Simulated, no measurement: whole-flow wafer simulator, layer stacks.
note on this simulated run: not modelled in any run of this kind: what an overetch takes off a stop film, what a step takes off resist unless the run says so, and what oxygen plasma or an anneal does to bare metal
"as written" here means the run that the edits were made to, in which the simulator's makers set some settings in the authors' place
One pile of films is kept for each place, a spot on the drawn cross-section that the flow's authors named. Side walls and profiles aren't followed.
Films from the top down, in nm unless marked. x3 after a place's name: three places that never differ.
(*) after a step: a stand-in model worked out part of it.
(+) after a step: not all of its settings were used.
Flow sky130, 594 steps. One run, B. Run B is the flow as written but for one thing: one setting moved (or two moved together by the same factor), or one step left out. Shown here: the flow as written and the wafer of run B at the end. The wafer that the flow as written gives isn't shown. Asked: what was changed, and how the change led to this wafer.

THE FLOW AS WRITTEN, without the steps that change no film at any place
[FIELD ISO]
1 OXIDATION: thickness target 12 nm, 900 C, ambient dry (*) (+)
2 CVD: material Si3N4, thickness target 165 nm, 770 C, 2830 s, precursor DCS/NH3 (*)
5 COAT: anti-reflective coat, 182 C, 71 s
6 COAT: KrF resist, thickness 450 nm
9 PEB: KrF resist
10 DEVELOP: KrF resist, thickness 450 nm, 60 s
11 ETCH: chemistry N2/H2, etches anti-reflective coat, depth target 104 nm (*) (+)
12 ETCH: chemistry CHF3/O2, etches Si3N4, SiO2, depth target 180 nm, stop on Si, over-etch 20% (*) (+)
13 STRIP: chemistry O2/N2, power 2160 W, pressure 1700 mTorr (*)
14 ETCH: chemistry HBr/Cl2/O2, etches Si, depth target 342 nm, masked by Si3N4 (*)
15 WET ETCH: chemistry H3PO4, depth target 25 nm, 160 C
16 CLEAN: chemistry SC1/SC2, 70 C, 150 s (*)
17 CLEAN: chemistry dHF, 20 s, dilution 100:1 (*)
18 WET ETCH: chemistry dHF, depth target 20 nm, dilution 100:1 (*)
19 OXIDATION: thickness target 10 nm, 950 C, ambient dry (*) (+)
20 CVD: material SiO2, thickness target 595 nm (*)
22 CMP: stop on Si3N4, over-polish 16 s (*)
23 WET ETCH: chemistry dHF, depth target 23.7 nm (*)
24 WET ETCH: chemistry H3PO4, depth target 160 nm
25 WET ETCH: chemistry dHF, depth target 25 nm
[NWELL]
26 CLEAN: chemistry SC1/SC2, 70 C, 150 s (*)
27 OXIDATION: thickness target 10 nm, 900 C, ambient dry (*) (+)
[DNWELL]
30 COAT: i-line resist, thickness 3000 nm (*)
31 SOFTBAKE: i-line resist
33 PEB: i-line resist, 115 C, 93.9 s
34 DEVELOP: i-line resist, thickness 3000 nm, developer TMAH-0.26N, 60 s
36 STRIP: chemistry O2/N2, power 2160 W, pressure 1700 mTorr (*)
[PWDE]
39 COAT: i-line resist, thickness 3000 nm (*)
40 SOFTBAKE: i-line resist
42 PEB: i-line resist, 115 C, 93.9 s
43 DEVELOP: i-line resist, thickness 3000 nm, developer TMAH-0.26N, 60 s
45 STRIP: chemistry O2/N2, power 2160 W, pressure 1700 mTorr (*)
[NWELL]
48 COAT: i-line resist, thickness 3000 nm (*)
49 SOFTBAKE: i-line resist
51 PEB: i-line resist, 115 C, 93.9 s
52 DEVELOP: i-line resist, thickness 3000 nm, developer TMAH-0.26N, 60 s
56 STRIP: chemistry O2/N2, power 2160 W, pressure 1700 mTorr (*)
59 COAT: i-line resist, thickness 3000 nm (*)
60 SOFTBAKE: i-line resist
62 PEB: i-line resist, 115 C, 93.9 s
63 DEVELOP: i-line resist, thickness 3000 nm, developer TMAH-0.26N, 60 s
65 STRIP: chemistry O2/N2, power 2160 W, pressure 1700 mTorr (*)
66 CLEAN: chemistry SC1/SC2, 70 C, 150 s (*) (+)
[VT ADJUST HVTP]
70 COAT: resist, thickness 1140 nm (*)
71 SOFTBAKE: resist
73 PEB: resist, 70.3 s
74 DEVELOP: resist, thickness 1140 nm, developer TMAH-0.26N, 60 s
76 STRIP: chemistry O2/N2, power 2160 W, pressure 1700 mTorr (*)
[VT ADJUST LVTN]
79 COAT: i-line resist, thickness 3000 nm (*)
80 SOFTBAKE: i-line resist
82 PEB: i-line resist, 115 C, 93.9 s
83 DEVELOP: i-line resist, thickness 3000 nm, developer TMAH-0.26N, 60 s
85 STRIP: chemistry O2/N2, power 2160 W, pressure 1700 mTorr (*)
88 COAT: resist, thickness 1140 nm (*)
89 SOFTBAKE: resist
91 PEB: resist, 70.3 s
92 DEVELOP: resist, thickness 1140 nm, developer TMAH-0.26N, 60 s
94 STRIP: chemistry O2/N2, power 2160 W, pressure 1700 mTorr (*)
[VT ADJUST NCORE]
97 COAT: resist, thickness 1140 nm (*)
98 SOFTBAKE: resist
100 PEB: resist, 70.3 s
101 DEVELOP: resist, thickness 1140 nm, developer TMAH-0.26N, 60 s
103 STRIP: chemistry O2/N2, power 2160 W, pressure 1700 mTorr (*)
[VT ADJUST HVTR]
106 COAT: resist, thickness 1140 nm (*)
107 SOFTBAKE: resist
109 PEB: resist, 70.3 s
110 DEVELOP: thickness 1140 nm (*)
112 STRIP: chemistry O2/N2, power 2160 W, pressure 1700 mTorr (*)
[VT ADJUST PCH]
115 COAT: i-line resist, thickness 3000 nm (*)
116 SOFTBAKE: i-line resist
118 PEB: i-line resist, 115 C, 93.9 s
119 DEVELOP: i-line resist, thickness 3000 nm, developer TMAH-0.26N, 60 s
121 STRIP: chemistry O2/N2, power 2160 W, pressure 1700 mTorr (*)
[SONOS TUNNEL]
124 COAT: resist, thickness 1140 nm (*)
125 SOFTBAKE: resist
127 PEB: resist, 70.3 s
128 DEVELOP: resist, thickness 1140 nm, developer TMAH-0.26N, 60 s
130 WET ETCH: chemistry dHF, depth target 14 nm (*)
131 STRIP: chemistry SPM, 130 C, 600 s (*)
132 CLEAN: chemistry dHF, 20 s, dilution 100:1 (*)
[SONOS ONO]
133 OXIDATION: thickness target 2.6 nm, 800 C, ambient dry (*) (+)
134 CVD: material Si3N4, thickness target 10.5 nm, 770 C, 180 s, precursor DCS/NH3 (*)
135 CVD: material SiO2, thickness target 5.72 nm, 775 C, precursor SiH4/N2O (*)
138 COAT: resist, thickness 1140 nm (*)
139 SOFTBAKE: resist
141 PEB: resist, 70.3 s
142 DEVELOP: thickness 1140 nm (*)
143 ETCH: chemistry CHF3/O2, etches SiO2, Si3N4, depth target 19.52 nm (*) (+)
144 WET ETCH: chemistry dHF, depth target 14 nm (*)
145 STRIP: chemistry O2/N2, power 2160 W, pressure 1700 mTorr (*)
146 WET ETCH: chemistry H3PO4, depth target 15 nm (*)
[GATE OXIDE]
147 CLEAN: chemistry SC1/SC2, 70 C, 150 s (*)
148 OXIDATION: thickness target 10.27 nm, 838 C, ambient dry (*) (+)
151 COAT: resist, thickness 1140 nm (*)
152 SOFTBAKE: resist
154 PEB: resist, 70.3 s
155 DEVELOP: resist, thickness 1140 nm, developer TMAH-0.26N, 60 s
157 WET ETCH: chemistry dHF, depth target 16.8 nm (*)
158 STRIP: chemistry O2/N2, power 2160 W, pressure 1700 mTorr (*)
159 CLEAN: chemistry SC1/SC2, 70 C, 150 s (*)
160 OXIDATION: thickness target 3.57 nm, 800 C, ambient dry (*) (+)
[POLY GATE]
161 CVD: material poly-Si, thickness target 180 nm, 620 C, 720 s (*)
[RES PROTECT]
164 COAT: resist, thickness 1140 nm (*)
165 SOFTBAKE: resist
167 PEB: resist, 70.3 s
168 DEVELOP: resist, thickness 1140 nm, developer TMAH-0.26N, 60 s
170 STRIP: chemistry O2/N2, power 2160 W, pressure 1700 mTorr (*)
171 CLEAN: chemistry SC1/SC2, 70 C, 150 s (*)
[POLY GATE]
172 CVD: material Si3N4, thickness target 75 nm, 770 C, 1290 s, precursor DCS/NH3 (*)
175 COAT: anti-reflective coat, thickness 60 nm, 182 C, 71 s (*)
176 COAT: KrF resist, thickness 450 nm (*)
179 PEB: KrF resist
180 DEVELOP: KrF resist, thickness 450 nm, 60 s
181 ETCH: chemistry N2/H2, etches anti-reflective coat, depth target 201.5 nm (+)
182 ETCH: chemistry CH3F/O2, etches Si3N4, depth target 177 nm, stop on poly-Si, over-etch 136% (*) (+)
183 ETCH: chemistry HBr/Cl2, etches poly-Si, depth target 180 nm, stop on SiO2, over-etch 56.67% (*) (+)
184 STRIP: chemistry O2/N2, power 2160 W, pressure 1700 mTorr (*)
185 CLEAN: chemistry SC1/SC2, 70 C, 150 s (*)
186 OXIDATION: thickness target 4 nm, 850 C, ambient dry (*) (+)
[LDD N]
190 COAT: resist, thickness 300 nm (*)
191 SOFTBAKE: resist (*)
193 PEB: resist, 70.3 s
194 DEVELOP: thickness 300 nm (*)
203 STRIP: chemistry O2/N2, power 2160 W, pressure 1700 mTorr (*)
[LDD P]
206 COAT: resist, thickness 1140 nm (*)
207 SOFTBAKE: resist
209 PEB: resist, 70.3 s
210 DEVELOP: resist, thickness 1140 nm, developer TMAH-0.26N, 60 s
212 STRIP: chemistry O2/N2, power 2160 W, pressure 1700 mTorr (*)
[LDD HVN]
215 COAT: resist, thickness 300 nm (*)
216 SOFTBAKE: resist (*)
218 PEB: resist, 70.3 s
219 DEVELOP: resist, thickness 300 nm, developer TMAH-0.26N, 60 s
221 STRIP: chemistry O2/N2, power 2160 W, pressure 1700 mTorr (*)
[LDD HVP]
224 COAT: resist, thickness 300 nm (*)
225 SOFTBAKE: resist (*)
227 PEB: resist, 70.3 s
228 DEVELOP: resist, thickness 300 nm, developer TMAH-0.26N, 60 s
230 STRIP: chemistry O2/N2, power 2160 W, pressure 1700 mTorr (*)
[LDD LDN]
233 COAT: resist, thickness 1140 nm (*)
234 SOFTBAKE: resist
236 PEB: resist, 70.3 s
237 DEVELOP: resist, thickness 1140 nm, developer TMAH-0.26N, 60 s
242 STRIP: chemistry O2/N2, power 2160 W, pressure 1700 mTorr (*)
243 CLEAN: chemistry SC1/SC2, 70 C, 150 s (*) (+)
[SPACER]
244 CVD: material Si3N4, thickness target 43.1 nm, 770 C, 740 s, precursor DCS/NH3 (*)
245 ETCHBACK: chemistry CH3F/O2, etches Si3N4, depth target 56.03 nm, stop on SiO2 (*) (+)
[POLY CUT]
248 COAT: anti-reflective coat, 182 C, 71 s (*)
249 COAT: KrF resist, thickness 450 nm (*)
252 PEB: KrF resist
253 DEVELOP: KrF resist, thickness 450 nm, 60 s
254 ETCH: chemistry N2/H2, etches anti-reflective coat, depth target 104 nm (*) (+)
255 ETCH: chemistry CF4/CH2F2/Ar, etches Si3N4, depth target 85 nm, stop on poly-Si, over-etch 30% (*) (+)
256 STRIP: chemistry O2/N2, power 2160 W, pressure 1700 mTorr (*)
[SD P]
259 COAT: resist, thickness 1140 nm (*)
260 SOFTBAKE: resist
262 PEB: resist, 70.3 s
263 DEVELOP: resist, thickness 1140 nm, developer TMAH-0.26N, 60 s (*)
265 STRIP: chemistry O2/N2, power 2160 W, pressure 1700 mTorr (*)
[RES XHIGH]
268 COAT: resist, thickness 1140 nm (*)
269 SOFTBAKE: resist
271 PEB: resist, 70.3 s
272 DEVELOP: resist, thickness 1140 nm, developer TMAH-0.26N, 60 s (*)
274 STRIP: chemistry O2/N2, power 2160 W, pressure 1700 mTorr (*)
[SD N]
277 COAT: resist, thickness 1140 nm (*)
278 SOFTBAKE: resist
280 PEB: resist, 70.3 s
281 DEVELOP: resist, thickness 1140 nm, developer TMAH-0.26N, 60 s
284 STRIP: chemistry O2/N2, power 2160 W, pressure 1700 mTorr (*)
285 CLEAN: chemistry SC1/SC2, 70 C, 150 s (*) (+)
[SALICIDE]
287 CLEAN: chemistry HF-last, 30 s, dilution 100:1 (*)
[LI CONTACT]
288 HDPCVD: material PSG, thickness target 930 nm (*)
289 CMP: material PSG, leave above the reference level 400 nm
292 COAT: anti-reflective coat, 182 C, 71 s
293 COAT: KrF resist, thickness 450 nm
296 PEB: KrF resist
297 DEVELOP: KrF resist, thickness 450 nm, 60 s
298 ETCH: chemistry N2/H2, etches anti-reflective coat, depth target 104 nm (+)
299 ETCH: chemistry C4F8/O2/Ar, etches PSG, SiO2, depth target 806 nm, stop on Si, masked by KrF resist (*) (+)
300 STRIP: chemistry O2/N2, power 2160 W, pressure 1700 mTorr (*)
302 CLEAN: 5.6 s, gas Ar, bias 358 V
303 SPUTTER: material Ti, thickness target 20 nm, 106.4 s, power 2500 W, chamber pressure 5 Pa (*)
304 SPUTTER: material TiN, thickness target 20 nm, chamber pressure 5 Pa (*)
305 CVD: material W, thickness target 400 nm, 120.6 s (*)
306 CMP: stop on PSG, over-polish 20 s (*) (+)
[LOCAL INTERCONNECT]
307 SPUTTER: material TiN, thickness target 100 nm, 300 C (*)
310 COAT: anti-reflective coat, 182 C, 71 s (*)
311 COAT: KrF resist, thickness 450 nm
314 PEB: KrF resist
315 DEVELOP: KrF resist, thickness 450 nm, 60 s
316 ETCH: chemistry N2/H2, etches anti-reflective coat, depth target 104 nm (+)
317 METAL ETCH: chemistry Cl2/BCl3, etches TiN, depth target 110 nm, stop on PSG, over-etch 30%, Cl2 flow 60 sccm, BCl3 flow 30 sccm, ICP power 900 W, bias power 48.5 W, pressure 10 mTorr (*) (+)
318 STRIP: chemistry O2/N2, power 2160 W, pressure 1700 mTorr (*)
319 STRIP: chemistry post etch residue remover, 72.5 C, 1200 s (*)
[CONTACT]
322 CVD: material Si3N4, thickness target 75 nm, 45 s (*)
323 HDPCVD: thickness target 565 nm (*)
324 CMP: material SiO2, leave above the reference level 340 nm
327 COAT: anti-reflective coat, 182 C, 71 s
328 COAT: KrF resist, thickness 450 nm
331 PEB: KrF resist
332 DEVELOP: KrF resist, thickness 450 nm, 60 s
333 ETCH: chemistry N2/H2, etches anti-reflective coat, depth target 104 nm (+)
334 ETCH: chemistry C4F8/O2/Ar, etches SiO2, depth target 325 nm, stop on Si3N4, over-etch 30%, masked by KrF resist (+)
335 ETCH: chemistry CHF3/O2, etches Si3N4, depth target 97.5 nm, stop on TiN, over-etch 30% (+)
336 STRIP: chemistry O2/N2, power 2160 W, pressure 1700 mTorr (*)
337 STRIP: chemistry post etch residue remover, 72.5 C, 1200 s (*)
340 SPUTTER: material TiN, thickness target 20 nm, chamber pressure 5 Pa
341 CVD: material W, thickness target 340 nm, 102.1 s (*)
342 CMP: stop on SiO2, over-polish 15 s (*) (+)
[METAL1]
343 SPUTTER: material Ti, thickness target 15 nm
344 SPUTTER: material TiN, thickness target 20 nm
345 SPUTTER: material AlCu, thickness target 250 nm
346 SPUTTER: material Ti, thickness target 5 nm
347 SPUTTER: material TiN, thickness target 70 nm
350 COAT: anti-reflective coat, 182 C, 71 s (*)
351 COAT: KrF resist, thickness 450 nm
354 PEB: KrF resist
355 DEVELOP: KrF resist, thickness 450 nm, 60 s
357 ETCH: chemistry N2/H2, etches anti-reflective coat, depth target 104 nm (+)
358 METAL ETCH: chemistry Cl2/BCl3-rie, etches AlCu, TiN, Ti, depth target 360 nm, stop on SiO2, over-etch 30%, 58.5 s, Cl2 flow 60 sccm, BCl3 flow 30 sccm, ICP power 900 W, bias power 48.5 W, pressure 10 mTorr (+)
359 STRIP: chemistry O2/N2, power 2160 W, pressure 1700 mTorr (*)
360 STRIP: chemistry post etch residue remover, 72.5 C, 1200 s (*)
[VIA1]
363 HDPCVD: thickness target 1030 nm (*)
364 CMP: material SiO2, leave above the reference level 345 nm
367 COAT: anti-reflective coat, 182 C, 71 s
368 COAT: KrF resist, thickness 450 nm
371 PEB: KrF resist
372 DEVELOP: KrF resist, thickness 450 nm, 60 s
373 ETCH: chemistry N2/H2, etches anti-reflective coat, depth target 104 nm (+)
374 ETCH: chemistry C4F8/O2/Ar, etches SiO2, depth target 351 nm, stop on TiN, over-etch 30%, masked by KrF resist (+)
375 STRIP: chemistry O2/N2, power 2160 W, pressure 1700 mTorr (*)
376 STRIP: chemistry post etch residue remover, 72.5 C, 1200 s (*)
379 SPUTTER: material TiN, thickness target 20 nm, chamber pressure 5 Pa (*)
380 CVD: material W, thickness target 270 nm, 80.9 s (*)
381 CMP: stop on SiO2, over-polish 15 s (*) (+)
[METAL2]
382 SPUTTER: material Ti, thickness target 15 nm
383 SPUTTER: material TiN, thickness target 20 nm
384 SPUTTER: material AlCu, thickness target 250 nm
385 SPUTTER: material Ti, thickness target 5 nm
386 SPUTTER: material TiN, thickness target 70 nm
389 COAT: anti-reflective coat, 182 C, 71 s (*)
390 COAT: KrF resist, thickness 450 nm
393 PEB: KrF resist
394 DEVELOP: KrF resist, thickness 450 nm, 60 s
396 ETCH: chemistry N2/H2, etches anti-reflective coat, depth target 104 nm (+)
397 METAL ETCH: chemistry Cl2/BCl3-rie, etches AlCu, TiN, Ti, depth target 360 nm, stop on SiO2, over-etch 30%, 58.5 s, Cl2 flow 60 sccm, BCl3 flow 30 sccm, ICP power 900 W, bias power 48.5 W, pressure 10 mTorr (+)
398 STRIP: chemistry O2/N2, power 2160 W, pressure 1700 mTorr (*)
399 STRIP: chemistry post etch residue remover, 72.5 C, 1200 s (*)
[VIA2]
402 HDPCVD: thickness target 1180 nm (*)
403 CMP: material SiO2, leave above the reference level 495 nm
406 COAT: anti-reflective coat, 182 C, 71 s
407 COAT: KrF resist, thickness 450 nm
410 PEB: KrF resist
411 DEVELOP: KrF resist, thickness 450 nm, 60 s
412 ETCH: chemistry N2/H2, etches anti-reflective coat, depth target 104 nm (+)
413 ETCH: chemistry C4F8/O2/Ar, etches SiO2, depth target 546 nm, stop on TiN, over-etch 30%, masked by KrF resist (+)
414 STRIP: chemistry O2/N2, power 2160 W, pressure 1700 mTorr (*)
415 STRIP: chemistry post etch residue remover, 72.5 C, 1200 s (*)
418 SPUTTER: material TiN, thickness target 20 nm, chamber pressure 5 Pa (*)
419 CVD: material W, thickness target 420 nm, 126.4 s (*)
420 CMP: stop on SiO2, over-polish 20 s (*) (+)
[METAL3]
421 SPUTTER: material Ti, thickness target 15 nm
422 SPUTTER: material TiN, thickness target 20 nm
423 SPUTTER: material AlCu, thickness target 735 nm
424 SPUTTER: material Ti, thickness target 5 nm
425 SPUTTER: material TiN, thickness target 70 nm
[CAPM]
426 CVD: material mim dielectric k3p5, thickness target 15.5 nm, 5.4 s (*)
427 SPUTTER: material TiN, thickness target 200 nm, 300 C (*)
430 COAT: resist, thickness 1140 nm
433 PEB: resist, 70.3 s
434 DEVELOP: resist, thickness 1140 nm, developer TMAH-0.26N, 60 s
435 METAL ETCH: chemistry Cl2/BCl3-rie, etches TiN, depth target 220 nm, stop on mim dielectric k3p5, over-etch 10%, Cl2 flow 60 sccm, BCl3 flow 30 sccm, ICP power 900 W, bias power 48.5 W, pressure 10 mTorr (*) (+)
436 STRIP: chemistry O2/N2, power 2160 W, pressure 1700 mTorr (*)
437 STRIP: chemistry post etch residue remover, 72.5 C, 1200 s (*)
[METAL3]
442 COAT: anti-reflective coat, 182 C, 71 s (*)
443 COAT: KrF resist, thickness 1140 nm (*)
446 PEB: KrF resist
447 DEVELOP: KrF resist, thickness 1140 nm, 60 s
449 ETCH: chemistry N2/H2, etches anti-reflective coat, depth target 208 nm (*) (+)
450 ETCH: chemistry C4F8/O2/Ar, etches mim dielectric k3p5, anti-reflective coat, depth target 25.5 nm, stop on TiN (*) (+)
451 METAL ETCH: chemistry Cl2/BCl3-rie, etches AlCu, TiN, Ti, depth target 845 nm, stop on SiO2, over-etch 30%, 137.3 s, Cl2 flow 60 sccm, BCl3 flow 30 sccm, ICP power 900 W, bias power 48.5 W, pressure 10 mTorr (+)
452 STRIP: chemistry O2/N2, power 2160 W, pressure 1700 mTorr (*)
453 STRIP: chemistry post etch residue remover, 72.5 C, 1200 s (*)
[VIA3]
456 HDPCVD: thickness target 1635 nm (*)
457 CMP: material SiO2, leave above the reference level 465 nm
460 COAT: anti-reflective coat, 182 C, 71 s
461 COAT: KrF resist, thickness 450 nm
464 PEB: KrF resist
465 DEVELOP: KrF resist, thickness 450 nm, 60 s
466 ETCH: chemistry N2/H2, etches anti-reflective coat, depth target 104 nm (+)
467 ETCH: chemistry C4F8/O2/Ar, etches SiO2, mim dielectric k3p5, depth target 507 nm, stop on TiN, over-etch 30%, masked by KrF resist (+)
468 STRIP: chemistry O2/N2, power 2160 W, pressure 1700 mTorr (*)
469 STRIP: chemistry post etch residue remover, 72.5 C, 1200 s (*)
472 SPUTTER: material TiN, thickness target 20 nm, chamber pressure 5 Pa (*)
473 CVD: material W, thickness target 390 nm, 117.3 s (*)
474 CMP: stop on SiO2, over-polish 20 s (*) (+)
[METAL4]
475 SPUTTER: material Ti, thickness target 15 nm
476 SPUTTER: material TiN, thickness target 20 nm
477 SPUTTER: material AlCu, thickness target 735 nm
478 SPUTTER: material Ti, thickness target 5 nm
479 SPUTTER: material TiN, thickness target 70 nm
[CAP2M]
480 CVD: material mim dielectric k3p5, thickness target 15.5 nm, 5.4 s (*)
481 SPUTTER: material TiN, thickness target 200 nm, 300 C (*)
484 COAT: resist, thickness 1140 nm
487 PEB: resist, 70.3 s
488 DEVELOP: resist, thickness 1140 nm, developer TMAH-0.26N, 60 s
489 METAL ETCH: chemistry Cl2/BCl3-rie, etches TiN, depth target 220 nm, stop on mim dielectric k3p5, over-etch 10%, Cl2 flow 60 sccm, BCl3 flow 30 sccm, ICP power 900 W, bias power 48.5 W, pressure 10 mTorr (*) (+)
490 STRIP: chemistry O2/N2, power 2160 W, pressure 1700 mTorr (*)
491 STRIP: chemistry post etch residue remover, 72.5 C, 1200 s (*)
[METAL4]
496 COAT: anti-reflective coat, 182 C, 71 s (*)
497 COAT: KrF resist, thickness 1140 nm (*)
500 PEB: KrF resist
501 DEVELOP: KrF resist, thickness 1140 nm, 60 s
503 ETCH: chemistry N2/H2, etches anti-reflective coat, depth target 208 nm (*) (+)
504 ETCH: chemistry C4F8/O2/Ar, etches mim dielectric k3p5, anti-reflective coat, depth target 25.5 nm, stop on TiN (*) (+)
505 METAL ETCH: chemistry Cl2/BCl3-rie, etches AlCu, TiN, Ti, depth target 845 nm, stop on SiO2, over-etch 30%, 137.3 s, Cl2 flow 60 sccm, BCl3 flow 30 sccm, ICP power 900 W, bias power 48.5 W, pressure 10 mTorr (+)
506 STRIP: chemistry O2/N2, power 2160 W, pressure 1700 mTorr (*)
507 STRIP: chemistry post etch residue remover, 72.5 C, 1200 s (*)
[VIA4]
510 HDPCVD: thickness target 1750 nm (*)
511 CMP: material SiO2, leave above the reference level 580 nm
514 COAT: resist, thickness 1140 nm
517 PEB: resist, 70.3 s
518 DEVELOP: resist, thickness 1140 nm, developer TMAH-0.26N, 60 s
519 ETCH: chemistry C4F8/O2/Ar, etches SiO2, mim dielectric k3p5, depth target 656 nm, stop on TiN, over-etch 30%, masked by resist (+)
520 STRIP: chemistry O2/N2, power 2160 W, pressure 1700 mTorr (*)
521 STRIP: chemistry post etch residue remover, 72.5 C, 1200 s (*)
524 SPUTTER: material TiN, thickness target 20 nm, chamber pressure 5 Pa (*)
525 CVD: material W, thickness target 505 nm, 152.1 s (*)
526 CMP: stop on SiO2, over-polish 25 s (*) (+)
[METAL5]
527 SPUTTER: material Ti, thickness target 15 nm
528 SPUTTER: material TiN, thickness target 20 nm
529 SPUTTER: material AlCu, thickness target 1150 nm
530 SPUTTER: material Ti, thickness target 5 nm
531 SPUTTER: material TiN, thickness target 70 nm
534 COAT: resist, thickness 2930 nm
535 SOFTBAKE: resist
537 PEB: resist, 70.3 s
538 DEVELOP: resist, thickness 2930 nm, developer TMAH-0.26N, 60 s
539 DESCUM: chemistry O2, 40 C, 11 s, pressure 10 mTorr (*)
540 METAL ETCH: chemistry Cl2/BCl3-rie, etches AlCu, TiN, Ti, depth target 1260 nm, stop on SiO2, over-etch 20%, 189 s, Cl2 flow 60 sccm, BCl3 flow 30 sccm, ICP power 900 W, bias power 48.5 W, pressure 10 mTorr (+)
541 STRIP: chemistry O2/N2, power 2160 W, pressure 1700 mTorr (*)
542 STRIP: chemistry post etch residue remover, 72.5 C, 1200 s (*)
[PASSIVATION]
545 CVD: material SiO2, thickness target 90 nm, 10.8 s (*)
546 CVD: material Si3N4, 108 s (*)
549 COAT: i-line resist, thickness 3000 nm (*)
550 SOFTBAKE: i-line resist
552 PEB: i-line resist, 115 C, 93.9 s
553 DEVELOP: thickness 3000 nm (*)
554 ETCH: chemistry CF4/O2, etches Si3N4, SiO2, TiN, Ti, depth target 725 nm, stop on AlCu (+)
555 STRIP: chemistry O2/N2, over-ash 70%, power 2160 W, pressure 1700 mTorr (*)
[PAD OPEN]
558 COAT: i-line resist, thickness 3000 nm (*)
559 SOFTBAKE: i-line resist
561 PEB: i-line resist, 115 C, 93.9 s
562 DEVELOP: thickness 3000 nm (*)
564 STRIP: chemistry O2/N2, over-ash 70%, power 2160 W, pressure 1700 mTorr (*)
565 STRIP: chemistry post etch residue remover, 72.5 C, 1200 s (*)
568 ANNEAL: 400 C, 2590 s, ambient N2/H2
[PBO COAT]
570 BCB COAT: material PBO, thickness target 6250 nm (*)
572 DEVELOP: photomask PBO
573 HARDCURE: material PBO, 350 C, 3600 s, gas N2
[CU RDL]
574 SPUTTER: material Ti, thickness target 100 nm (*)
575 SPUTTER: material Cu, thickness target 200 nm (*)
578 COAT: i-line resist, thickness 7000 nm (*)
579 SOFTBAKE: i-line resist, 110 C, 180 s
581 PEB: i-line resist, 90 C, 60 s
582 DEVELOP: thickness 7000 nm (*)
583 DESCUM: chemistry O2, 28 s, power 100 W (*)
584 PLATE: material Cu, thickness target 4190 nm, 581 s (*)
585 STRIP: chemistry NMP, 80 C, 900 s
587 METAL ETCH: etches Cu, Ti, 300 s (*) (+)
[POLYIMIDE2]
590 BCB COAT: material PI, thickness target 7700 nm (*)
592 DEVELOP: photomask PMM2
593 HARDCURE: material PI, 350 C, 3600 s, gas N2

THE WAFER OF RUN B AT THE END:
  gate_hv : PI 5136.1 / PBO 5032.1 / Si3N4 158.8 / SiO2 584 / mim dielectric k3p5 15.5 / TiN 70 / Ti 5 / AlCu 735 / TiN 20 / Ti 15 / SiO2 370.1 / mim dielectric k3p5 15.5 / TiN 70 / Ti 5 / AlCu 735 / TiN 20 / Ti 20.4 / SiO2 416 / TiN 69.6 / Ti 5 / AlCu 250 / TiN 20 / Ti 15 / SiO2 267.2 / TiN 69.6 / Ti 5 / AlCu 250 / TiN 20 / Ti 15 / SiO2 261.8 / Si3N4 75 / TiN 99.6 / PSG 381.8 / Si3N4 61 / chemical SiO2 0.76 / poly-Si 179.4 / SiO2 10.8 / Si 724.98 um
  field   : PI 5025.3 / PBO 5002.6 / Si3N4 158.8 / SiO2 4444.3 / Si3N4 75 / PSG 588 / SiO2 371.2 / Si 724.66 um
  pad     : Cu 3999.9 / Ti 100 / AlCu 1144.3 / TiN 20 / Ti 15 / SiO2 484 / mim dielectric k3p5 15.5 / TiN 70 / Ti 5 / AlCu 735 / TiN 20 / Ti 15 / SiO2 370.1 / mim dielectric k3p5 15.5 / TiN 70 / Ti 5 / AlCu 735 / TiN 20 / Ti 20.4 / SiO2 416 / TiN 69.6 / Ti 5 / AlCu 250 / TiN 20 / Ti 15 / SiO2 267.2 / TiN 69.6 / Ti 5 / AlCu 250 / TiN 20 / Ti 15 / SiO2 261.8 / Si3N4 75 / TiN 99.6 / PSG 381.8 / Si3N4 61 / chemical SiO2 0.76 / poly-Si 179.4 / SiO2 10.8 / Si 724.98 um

The cause: step 421, SPUTTER: thickness target 20.4 nm was run, where the flow has thickness target 15 nm.
It can be read off the wafer: gate_hv has Ti 20.4, and step 421 as written asks for 15 nm.

How the change led to this, step by step:
  421 SPUTTER: material Ti, thickness target 15 nm
      field, active, n_well and 188 more: Ti +20.4 (new film) (as written it would be: Ti +15 (new film))
  451 METAL ETCH: chemistry Cl2/BCl3-rie, etches AlCu, TiN, Ti, depth target 845 nm, stop on SiO2, over-etch 30%, 137.3 s, Cl2 flow 60 sccm, BCl3 flow 30 sccm, ICP power 900 W, bias power 48.5 W, pressure 10 mTorr (+)
      field, gate, spacer and 68 more: TiN -70 (all of it), Ti -5 (all of it), AlCu -735 (all of it), TiN -20 (all of it), Ti -20.4 (all of it), SiO2 -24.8 (as written it would be: TiN -70 (all of it), Ti -5 (all of it), AlCu -735 (all of it), TiN -20 (all of it), Ti -15 (all of it), SiO2 -25.4)
      active, vpp_ln, vpp_iso2 and 11 more: TiN -70 (all of it), Ti -5 (all of it), AlCu -735 (all of it), TiN -20 (all of it), Ti -20.4 (all of it), SiO2 -24.8 (as written it would be: TiN -70 (all of it), Ti -5 (all of it), AlCu -735 (all of it), TiN -20 (all of it), Ti -15 (all of it), SiO2 -25.3)
